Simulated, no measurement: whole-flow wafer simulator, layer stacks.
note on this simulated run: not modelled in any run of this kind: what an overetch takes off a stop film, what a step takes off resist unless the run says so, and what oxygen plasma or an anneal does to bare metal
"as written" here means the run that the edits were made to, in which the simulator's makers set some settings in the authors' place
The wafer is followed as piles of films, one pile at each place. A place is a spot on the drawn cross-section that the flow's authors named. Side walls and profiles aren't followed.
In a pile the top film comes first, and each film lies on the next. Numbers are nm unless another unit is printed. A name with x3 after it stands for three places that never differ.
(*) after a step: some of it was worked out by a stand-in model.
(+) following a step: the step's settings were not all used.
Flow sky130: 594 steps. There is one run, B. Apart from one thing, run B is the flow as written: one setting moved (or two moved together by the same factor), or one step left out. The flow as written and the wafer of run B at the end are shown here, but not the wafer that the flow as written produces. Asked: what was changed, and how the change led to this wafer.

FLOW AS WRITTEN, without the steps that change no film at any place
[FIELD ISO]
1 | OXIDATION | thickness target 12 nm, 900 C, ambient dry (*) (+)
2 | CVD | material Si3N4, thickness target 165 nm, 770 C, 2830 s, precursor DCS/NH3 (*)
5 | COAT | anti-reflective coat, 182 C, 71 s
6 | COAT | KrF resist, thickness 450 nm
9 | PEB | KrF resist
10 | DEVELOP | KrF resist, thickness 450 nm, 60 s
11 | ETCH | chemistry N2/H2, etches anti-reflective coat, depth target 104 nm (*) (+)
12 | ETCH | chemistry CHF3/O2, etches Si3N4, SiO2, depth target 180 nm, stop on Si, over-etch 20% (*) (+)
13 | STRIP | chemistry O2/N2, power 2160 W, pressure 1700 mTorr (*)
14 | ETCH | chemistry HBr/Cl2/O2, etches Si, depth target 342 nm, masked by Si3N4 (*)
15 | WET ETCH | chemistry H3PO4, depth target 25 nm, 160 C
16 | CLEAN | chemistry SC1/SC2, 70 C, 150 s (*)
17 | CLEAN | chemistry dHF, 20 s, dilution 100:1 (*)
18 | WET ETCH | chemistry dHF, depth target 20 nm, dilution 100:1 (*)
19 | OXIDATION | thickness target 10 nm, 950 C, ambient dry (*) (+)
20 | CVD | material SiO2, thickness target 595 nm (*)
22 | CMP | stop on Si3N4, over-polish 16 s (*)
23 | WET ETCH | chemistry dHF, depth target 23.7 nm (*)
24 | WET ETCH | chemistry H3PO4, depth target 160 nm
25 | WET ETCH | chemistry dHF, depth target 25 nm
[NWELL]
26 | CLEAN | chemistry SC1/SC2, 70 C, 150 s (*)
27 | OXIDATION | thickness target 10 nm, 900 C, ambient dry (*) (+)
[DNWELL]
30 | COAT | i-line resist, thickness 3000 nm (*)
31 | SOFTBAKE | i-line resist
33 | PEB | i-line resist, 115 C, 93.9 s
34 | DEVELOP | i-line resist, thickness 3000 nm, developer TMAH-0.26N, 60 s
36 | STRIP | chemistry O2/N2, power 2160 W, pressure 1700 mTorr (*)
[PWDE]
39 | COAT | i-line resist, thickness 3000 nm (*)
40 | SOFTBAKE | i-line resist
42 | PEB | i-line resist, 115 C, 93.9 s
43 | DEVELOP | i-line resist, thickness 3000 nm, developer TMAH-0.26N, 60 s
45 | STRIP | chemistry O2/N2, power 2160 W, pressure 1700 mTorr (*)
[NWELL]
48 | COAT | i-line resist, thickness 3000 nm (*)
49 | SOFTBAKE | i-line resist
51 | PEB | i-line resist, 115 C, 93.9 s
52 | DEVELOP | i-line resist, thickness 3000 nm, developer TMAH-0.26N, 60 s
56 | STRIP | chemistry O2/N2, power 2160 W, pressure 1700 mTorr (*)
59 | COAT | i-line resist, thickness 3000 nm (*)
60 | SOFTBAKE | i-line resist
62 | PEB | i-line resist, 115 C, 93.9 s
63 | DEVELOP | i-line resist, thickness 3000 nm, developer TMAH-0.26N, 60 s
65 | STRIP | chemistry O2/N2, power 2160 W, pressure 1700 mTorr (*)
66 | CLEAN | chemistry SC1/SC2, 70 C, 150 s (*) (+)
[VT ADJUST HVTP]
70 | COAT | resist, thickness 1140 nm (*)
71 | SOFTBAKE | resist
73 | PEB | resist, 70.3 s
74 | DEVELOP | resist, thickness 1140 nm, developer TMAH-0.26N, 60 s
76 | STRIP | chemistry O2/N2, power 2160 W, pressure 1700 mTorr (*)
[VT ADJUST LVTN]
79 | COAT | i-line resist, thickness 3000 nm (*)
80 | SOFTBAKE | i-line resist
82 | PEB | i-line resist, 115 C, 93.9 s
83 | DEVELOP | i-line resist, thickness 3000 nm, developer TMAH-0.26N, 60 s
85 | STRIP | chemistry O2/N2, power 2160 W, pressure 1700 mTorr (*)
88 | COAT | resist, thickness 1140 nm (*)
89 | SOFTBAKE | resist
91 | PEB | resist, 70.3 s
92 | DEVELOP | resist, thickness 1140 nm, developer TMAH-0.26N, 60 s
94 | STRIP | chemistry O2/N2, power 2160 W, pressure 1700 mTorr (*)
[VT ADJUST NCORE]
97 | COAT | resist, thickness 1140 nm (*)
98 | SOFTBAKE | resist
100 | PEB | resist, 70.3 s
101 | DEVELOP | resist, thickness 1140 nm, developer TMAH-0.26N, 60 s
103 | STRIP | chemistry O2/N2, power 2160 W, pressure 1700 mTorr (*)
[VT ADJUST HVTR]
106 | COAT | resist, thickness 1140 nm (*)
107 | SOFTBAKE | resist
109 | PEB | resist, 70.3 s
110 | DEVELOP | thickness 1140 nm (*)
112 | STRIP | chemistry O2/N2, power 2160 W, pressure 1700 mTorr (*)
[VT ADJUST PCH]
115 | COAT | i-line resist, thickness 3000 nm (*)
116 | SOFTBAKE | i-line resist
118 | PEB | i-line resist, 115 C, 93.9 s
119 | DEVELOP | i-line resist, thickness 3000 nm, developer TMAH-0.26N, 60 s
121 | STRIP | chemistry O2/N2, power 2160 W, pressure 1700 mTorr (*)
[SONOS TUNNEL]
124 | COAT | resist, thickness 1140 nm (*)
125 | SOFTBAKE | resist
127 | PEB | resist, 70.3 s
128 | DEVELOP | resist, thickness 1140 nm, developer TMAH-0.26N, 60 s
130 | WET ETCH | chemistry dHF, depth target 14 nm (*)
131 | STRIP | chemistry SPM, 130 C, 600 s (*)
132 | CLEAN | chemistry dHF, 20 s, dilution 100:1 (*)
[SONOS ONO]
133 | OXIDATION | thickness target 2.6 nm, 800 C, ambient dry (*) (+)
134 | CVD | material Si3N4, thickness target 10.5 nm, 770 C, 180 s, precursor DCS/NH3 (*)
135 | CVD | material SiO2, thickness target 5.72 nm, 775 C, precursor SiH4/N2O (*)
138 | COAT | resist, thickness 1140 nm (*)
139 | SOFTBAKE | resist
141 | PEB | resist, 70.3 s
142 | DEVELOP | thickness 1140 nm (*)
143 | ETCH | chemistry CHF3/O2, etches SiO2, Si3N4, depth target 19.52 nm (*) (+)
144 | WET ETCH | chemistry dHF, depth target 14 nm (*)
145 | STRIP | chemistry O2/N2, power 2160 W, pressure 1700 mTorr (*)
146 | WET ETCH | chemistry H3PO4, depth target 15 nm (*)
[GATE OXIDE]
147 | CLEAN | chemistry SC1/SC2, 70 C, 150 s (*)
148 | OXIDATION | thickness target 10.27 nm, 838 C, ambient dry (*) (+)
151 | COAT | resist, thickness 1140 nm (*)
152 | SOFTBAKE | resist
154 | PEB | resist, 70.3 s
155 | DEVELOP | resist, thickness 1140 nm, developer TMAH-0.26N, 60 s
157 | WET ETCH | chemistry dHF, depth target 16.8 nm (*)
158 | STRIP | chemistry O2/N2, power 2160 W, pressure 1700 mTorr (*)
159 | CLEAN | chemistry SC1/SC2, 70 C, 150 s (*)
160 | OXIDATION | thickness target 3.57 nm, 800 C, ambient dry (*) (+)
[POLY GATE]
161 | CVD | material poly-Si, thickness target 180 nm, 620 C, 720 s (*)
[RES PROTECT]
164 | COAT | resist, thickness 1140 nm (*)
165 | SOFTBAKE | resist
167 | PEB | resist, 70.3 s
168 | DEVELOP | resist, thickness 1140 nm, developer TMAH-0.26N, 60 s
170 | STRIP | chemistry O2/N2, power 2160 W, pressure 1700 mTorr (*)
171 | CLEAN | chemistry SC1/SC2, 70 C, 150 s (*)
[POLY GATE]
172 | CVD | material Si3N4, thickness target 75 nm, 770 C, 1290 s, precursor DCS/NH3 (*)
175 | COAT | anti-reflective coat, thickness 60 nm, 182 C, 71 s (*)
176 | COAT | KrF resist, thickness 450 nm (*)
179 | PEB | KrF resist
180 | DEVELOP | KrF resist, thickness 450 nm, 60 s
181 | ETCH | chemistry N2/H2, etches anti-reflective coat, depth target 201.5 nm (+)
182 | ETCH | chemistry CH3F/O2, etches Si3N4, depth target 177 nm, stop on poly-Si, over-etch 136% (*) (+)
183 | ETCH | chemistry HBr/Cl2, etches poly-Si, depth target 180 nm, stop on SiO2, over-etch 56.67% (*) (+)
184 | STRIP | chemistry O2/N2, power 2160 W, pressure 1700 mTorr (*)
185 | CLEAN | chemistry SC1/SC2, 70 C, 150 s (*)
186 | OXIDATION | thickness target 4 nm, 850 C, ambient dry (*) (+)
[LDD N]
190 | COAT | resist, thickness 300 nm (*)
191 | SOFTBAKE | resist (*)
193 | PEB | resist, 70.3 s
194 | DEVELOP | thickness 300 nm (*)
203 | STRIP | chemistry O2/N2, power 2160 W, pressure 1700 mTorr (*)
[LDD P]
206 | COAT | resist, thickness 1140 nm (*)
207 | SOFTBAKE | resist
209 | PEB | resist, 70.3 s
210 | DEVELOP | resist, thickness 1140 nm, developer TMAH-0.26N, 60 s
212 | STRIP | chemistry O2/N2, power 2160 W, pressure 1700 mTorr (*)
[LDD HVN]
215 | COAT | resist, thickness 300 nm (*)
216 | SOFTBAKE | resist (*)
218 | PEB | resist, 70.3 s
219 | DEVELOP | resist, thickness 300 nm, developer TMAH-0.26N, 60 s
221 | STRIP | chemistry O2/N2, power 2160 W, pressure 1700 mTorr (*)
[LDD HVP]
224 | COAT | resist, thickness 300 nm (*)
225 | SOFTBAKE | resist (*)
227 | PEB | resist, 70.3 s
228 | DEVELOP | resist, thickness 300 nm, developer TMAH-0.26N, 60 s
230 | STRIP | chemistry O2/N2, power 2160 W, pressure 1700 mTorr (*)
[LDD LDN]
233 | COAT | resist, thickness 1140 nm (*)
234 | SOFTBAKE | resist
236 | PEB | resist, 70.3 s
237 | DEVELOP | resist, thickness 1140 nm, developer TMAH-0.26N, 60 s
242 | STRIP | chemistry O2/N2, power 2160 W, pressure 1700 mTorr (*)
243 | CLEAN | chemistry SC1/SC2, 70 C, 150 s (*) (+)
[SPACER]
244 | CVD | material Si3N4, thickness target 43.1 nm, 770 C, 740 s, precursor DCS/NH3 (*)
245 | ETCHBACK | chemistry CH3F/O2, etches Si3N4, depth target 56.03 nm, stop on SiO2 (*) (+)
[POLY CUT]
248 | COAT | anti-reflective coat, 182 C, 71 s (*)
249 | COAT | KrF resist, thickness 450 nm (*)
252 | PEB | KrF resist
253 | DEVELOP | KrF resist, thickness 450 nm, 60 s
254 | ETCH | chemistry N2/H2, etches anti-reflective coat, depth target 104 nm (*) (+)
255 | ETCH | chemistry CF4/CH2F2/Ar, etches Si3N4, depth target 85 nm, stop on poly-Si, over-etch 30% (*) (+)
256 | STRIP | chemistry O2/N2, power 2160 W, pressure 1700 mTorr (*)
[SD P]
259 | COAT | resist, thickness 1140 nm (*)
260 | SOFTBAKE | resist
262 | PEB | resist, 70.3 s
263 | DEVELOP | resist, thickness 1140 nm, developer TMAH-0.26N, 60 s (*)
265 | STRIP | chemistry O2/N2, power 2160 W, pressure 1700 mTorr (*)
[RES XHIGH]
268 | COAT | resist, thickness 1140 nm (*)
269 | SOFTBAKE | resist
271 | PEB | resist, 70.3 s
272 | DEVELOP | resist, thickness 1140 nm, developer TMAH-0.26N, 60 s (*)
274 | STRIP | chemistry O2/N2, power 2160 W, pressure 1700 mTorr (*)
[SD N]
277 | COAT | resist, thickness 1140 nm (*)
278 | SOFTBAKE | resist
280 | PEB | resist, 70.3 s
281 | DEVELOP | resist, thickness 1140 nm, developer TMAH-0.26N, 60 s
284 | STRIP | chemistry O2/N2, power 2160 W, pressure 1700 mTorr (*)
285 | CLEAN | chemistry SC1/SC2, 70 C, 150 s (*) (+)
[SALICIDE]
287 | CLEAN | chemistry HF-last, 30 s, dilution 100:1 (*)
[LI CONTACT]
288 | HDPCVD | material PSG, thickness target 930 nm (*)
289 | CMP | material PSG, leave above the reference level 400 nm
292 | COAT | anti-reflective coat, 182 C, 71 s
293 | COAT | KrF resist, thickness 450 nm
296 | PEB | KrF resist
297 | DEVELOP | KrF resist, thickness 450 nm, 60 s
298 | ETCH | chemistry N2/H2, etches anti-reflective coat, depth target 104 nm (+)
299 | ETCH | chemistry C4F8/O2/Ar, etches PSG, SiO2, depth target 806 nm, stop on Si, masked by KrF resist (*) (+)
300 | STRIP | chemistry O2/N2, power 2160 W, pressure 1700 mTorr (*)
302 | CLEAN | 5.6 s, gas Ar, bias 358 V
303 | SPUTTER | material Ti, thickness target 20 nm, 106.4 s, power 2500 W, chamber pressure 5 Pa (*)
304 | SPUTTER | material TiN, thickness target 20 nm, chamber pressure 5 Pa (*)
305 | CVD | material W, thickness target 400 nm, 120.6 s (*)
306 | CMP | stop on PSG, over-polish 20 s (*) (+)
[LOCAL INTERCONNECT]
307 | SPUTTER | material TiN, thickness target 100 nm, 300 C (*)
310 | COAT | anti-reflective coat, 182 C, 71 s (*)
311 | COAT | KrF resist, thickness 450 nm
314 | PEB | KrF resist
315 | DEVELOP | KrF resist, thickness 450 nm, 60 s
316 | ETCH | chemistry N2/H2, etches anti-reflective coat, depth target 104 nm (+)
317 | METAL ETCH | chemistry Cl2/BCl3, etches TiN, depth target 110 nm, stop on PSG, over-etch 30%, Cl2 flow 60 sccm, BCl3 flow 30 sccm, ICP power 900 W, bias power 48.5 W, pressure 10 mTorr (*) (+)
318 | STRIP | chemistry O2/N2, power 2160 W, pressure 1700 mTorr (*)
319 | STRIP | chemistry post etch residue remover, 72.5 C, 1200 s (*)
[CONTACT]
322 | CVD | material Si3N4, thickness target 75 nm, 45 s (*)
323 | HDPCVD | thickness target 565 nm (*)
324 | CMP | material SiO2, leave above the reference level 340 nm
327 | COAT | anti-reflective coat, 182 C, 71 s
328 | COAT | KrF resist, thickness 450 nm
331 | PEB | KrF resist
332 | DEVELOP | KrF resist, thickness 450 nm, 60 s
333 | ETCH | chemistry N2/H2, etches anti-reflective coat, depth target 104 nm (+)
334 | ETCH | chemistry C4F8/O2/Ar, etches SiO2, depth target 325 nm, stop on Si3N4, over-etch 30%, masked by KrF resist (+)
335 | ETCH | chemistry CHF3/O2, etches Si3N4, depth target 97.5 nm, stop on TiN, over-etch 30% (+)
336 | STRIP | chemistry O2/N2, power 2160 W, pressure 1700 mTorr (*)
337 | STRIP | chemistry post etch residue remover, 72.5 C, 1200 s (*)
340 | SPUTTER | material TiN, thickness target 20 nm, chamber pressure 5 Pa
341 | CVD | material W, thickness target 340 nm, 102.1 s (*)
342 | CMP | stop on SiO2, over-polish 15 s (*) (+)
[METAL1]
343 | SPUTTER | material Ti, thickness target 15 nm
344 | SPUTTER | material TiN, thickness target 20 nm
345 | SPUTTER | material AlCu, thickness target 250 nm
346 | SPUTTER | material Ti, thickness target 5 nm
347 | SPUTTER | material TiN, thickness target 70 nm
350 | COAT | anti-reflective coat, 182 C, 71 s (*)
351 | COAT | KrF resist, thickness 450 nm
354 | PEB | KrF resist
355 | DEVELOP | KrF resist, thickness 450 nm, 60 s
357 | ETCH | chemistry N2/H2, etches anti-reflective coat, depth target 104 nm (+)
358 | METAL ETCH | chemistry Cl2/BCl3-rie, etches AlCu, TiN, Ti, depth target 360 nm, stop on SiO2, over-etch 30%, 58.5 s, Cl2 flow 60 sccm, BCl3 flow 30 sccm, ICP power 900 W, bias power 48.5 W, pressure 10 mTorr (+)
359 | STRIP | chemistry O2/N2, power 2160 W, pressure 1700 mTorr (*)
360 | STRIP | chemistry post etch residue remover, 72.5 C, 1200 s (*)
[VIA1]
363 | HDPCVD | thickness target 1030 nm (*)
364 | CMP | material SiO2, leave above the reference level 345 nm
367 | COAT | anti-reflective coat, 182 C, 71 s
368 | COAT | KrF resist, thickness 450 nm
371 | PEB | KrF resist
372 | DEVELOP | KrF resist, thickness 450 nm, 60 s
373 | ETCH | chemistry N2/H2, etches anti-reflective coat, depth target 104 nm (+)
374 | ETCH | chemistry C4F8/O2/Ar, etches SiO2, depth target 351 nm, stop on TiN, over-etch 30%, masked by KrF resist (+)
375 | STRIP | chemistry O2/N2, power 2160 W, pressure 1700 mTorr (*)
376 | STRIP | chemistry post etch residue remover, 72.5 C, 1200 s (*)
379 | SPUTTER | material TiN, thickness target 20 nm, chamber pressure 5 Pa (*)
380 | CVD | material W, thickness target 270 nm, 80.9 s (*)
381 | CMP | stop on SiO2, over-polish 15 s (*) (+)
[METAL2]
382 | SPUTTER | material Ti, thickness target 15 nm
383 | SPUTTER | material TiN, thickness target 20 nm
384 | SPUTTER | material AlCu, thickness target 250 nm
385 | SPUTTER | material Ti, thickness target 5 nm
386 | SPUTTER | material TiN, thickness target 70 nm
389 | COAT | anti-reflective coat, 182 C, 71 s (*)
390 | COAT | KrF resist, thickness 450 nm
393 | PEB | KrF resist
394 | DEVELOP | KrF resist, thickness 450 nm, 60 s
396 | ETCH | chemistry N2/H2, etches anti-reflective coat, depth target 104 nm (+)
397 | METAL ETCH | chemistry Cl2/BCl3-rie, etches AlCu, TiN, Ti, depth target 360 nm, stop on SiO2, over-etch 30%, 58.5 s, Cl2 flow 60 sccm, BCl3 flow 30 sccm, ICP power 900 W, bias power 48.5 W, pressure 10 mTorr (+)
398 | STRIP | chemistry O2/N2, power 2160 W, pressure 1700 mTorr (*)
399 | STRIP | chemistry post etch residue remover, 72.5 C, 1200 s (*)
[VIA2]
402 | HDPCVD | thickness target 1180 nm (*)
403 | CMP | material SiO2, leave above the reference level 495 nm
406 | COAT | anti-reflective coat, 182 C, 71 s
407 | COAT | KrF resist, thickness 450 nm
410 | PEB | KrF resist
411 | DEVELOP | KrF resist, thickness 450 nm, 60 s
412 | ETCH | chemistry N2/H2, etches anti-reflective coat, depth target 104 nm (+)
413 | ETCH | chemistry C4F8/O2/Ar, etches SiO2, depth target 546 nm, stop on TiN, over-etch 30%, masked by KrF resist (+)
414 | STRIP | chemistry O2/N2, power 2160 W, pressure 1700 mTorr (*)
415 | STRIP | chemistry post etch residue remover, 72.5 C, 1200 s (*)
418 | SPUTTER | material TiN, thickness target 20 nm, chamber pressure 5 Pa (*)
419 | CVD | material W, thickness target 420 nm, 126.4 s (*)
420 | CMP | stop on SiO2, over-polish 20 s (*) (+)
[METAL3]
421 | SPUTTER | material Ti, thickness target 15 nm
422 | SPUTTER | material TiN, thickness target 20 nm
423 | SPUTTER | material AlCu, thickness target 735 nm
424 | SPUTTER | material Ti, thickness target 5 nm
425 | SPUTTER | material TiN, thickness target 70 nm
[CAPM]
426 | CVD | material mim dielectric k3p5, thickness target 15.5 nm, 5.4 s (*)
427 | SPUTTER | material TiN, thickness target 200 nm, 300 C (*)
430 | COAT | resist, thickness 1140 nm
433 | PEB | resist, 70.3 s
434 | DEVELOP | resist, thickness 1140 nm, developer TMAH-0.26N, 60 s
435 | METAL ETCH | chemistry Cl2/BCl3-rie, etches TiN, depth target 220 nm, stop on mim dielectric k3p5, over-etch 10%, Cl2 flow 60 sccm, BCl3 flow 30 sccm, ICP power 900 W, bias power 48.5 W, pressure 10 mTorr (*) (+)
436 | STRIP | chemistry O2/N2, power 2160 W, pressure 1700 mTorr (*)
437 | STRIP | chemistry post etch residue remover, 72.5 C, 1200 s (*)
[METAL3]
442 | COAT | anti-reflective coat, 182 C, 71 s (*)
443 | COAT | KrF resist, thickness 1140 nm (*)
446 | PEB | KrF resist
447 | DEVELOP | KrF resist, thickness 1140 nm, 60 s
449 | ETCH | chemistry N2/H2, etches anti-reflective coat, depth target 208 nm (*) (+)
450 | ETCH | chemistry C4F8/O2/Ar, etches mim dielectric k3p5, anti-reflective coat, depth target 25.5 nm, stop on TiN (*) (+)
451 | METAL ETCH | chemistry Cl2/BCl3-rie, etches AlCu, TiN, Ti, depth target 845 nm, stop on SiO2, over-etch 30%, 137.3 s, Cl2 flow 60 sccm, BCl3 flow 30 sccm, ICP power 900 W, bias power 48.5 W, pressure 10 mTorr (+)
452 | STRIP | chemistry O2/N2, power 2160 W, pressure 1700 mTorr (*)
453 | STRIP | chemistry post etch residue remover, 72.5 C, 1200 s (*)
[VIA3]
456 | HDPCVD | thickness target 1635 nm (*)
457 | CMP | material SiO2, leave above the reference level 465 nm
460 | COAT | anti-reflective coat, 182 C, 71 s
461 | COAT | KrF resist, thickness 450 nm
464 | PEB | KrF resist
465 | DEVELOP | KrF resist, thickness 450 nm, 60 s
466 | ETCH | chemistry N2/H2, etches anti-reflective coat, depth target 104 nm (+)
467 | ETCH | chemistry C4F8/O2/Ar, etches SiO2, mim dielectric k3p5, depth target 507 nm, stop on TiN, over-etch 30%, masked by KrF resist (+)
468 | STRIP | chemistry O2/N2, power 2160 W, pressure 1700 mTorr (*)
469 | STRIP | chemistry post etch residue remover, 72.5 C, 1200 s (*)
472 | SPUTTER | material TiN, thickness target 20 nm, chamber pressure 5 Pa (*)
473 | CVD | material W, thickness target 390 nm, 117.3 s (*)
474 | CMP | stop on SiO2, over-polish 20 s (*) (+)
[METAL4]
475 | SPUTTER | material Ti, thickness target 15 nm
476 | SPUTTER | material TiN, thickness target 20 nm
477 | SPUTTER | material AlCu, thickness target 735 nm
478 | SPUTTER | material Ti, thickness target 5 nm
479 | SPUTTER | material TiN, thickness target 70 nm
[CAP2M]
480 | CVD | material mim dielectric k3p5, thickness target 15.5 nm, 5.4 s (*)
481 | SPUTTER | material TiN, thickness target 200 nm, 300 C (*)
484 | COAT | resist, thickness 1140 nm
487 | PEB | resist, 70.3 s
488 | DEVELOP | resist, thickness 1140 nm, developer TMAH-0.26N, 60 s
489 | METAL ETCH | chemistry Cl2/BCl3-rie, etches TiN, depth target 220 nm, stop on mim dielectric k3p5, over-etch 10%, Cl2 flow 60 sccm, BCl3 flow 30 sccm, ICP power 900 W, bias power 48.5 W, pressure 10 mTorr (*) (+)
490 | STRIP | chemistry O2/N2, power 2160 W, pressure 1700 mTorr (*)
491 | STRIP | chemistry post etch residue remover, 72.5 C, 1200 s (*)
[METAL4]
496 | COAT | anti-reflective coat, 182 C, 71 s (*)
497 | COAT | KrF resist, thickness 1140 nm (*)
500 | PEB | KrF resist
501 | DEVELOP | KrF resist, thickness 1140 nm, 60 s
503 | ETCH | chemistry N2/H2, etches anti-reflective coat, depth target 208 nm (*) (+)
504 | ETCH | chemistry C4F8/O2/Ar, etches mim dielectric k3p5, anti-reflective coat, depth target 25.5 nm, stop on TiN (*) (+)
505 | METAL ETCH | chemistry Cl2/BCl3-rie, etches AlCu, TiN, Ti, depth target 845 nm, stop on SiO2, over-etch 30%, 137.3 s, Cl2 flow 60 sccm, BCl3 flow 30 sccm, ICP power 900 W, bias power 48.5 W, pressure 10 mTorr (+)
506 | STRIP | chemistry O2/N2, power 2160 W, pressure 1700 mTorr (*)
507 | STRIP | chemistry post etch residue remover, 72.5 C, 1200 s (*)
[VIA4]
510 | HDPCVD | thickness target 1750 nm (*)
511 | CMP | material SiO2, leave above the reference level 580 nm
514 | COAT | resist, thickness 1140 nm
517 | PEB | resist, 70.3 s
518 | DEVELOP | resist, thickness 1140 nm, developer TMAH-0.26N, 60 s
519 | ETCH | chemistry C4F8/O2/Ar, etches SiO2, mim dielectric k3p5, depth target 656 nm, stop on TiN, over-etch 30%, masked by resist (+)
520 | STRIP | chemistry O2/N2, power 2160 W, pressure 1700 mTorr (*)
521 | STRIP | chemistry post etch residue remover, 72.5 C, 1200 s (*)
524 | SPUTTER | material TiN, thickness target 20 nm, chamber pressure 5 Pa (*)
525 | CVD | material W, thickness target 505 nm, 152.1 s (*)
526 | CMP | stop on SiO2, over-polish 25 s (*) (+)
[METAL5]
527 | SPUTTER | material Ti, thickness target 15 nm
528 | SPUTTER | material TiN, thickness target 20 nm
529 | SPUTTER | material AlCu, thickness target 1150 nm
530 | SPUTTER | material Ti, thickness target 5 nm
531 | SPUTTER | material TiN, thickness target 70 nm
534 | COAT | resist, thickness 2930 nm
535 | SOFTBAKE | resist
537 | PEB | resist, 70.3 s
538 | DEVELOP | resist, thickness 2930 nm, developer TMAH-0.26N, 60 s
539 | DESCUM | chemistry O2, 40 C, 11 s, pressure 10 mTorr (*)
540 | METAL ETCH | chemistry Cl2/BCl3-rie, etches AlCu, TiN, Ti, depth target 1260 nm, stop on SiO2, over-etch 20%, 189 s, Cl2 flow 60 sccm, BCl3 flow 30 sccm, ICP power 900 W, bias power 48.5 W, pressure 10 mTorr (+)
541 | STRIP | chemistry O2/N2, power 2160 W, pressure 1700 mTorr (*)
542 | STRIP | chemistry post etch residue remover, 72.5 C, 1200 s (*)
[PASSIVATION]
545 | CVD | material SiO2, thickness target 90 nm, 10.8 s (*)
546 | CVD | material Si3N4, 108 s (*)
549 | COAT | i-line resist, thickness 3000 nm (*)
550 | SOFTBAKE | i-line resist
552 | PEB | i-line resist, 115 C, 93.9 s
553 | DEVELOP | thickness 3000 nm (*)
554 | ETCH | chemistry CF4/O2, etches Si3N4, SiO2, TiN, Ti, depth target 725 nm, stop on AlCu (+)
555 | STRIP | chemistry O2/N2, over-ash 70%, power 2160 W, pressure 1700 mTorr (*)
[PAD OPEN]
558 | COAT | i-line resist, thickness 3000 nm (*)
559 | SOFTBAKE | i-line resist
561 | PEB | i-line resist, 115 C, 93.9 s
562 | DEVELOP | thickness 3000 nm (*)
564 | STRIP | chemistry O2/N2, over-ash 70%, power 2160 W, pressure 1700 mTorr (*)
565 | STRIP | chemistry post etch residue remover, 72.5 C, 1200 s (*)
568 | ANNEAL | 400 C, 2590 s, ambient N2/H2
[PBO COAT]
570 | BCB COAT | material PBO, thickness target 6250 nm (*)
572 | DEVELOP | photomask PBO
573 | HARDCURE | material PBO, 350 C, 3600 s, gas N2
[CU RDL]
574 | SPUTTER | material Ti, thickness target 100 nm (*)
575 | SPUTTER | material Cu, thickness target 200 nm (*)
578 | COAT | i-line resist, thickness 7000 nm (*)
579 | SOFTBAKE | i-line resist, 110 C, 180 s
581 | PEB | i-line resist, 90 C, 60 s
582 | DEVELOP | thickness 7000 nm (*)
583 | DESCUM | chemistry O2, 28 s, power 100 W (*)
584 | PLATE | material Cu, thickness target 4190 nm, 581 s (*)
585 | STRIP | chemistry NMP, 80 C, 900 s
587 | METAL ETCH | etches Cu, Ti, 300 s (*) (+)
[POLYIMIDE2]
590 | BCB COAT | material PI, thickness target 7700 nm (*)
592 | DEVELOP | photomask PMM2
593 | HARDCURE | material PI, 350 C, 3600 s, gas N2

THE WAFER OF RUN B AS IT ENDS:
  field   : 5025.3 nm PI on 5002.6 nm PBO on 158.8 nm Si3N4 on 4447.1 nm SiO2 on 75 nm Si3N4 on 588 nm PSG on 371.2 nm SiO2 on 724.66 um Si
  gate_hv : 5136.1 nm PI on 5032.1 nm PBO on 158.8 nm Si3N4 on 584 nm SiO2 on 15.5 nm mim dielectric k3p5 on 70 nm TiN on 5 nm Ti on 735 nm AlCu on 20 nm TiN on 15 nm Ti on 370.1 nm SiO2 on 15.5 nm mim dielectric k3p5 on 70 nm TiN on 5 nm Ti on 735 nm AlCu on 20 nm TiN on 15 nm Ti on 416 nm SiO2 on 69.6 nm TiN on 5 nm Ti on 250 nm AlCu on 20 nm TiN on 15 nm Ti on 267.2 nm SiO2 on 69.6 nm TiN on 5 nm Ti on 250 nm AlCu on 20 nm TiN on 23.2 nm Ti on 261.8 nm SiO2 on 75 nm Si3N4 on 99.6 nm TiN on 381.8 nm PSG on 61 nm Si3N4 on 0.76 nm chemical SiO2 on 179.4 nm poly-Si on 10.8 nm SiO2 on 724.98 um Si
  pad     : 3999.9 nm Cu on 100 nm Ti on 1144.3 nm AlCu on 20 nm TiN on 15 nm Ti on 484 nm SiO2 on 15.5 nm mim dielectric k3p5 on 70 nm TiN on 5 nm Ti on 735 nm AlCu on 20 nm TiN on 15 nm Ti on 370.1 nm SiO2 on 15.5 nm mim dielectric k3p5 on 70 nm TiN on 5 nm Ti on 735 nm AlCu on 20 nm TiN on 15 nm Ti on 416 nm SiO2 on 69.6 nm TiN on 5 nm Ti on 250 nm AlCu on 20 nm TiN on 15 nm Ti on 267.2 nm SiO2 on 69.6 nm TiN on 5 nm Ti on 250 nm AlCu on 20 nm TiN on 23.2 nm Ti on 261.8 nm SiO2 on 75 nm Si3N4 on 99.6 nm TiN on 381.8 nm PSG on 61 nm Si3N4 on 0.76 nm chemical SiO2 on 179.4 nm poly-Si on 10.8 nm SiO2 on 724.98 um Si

What caused this: step 343, SPUTTER: thickness target 23.2 nm was run, whereas the flow has thickness target 15 nm.
The wafer itself shows it: gate_hv has Ti 23.2, and step 343 as written asks for 15 nm.

The path from the change to this, step by step:
  343 | SPUTTER | material Ti, thickness target 15 nm
      field, active, n_well and 188 more: +23.2 Ti (new film) (as written it would have been: +15 Ti (new film))
  358 | METAL ETCH | chemistry Cl2/BCl3-rie, etches AlCu, TiN, Ti, depth target 360 nm, stop on SiO2, over-etch 30%, 58.5 s, Cl2 flow 60 sccm, BCl3 flow 30 sccm, ICP power 900 W, bias power 48.5 W, pressure 10 mTorr (+)
      field, active, gate and 81 more: -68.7 TiN (all of it), -5 Ti (all of it), -250 AlCu (all of it), -20 TiN (all of it), -23.2 Ti (all of it), -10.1 SiO2 (as written it would have been: -68.7 TiN (all of it), -5 Ti (all of it), -250 AlCu (all of it), -20 TiN (all of it), -15 Ti (all of it), -10.9 SiO2)
